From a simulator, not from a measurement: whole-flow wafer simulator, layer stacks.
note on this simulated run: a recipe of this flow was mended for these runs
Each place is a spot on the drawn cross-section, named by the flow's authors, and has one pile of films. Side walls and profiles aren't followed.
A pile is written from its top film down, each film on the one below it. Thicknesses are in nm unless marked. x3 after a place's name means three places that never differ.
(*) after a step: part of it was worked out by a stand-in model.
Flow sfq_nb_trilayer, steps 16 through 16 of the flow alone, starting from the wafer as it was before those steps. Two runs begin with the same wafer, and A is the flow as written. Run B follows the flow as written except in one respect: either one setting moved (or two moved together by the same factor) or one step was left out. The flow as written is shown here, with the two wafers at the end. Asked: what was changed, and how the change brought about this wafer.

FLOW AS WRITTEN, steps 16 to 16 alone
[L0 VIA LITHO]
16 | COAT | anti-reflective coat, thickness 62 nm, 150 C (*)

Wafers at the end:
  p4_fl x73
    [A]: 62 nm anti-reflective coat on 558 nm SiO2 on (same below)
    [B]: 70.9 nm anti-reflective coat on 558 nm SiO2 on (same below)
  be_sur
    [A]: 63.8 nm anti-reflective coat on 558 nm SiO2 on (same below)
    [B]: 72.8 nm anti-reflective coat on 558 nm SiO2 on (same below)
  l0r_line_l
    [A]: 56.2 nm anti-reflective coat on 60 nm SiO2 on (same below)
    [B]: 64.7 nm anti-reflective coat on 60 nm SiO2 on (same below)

What caused this: step 16, COAT: thickness 70.9 nm was run, whereas the flow has thickness 62 nm.
The wafer itself shows it: p4_fl x73 has anti-reflective coat 70.9, and step 16 as written asks for 62 nm.

Step by step, how the change led to this:
  16 | COAT | anti-reflective coat, thickness 62 nm, 150 C (*)
      p4_fl x73: A anti-reflective coat gains 62 (new film) | B anti-reflective coat gains 70.9 (new film)
      be_sur, gap, jj_sur and 8 more: A anti-reflective coat gains 63.8 (new film) | B anti-reflective coat gains 72.8 (new film)
      (also at 22 further places)
